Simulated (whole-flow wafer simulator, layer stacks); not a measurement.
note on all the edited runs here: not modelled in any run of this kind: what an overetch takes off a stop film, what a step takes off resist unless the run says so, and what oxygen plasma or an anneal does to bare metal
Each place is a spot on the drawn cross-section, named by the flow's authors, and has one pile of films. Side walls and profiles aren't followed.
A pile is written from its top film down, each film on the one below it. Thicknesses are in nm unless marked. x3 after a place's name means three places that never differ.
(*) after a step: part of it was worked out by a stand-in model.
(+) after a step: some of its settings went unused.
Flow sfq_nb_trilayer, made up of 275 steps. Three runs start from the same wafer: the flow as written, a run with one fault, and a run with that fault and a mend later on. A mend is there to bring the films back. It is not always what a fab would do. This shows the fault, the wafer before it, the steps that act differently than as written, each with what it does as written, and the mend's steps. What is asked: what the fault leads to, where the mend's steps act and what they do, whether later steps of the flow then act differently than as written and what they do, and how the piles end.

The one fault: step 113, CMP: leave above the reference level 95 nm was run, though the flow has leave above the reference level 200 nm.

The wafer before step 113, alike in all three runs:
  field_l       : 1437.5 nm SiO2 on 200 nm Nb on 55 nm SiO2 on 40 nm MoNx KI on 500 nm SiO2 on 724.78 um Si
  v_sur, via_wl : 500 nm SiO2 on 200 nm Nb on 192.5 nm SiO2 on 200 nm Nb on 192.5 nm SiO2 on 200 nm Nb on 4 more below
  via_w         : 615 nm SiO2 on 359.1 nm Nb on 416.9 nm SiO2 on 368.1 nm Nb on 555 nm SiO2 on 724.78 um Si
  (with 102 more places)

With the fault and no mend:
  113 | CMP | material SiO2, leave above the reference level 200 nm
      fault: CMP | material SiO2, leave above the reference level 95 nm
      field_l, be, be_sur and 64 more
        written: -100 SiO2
        fault: -205 SiO2
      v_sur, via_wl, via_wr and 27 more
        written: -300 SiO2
        fault: -405 SiO2
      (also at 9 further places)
  Steps later in the flow that act otherwise than as written (3 more steps, not shown, differ only slightly: by at most 2% or 0.5 nm, whichever is larger):
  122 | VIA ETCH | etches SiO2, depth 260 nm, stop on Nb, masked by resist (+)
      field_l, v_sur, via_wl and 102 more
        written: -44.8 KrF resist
        fault: -24.5 KrF resist
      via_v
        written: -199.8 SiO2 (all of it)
        fault: -94.8 SiO2 (all of it)
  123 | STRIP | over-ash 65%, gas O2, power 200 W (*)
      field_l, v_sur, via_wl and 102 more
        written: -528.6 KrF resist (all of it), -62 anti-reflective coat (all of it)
        fault: -548.9 KrF resist (all of it), -62 anti-reflective coat (all of it)
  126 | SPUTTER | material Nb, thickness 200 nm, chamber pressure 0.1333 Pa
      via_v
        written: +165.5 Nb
        fault: +189 Nb
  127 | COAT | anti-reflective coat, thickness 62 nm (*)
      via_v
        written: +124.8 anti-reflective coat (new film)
        fault: +102.6 anti-reflective coat (new film)
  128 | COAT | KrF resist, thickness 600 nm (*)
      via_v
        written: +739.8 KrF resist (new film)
        fault: +650.1 KrF resist (new film)
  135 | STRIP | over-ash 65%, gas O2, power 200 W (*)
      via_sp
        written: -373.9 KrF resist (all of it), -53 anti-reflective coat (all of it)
        fault: -382.6 KrF resist (all of it), -52.9 anti-reflective coat (all of it)
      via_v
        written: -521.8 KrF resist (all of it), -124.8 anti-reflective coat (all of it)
        fault: -432.4 KrF resist (all of it), -102.6 anti-reflective coat (all of it)
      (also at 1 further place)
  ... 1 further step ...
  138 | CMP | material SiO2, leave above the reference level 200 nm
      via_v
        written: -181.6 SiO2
        fault: -195.1 SiO2
  The piles end different from the flow's at field_l, v_sur, via_wl and 103 more by more than 2% or 0.5 nm, whichever is larger.
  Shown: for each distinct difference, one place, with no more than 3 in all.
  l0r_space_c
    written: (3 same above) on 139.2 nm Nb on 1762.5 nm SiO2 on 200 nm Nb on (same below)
    fault: (3 same above) on 139.2 nm Nb on 1657.5 nm SiO2 on 200 nm Nb on (same below)
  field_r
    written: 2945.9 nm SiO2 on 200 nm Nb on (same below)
    fault: 2840.9 nm SiO2 on 200 nm Nb on (same below)
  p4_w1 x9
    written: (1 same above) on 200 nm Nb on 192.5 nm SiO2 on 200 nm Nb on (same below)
    fault: (1 same above) on 200 nm Nb on 87.5 nm SiO2 on 200 nm Nb on (same below)

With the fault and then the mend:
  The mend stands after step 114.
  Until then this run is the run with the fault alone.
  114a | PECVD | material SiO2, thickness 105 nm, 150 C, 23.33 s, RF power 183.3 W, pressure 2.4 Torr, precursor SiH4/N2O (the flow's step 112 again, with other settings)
      field_l, v_sur, via_wl and 103 more
        +105 SiO2
  None of the later steps of the flow differs from how it acts as written, at any place that is followed, by more than 2% or 0.5 nm, whichever is larger.
  At every place that both follow, the piles at the end match the flow's.
